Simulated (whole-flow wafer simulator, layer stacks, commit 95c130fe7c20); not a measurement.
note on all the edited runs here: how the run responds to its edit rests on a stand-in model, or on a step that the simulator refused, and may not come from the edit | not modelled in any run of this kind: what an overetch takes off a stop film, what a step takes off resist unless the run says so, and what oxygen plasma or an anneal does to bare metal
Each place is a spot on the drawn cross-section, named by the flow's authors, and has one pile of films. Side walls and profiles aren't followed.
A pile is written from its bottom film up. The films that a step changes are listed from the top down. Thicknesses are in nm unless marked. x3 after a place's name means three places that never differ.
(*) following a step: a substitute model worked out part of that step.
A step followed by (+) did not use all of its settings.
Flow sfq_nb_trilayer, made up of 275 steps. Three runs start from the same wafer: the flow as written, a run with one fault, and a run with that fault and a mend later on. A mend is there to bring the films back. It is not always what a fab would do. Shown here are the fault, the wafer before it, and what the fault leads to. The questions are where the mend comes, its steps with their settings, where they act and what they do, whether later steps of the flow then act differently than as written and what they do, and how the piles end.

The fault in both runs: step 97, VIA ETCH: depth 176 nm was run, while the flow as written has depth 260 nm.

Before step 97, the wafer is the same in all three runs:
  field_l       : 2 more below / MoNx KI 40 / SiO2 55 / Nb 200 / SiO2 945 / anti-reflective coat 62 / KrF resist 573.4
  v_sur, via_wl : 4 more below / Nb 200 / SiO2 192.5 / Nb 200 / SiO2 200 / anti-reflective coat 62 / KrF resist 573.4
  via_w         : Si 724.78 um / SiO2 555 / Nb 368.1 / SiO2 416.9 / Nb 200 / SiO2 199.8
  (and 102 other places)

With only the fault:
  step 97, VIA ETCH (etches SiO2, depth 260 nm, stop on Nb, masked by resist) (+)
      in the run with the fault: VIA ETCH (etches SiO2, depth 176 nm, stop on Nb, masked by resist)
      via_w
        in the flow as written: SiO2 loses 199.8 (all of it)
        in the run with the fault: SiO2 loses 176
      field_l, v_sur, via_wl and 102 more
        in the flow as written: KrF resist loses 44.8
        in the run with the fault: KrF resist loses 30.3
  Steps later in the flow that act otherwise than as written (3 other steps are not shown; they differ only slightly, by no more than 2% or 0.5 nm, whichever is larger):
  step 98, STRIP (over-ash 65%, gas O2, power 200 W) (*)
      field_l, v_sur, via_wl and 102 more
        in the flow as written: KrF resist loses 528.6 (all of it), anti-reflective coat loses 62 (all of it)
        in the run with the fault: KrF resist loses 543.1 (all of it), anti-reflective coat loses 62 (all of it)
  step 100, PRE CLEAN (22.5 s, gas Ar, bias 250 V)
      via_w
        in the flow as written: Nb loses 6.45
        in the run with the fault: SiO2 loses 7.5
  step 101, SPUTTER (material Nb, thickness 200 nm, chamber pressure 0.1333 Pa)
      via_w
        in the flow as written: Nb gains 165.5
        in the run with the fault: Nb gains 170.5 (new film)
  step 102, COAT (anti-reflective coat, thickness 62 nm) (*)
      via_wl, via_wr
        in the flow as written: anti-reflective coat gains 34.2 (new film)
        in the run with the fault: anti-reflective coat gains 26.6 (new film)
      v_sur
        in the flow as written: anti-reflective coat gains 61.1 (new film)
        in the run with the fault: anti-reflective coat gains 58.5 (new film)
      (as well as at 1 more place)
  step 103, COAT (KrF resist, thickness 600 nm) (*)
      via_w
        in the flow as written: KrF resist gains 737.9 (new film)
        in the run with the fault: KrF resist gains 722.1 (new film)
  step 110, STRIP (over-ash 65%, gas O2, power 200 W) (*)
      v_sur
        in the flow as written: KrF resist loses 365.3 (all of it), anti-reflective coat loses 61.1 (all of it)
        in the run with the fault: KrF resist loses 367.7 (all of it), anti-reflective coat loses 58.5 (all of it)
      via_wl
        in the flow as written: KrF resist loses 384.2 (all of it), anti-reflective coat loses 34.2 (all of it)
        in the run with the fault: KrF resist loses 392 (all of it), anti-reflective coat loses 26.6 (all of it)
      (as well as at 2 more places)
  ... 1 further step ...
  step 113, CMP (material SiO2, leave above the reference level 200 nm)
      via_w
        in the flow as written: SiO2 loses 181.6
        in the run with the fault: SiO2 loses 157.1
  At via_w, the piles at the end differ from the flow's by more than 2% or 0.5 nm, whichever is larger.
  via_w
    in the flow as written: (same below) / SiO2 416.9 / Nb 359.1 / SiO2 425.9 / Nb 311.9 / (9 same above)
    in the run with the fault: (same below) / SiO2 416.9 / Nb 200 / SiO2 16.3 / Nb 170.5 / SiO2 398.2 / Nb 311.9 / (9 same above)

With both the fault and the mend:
  The mend stands after step 98.
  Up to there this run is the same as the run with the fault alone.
  step 98a, COAT (anti-reflective coat, thickness 62 nm) (*) (the flow's step 90 again)
      p4_fl x3, p4_w1 x9, p4_g1 x2 and 63 more
        anti-reflective coat gains 62 (new film)
      r_sur, res, r_end and 9 more
        anti-reflective coat gains 61.8 (new film)
      jj_sur, ce_l, c5j, ce_r, sp_r, be_r
        anti-reflective coat gains 61.7 (new film)
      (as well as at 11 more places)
  step 98b, COAT (KrF resist, thickness 650 nm) (*) (the flow's step 91 again)
      p4_fl x3, p4_w1 x9, p4_g1 x2 and 63 more
        KrF resist gains 650 (new film)
      r_end, moat, field_r and 6 more
        KrF resist gains 649.5 (new film)
      be_r, r_sur, res, l0v
        KrF resist gains 649.4 (new film)
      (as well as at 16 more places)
  step 98c, SOFTBAKE (KrF resist) (the flow's step 92 again)
      does not change any film at any place that is followed
  step 98d, EXPOSE (photomask I2, dose 11.91 mJ/cm2, NA 0.6, wavelength 248 nm) (*) (the flow's step 93 again)
      does not change any film at any place that is followed
  step 98e, PEB (KrF resist, 90 s) (the flow's step 94 again)
      jj_sur, ce_l, c5j and 92 more
        KrF resist loses 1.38
      via_v, wire, be, be_sur, gap
        KrF resist loses 1.37
      v_sur, via_sp
        KrF resist loses 1.35
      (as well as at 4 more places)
  step 98f, DEVELOP (KrF resist, thickness 650 nm, 60 s) (the flow's step 95 again)
      field_l, v_sur, via_wl and 102 more
        KrF resist loses 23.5
      via_w
        KrF resist loses 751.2 (all of it)
  step 98g, VIA ETCH (etches anti-reflective coat, depth 125 nm, masked by resist) (+) (the flow's step 96 again)
      field_l, v_sur, via_wl and 102 more
        KrF resist loses 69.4
      via_w
        anti-reflective coat loses 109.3 (all of it)
  step 98h, VIA ETCH (etches SiO2, depth 84 nm, stop on Nb, masked by resist) (+) (the flow's step 97 again, with other settings)
      field_l, v_sur, via_wl and 102 more
        KrF resist loses 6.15
      via_w
        SiO2 loses 23.8 (all of it)
  step 98i, STRIP (over-ash 65%, gas O2, power 200 W) (*) (the flow's step 98 again)
      p4_fl x3, p4_w1 x9, p4_g1 x2 and 63 more
        KrF resist loses 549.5 (all of it), anti-reflective coat loses 62 (all of it)
      r_end, moat, field_r and 6 more
        KrF resist loses 549 (all of it), anti-reflective coat loses 61.8 (all of it)
      r_sur, res, l0v
        KrF resist loses 548.9 (all of it), anti-reflective coat loses 61.8 (all of it)
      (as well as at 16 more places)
  None of the later steps of the flow differs from how it acts as written, at any place that is followed, by more than 2% or 0.5 nm, whichever is larger.
  When the end is reached, the piles differ only a little from the flow's at the places that both follow, at most by 2% or 0.5 nm, whichever is larger.
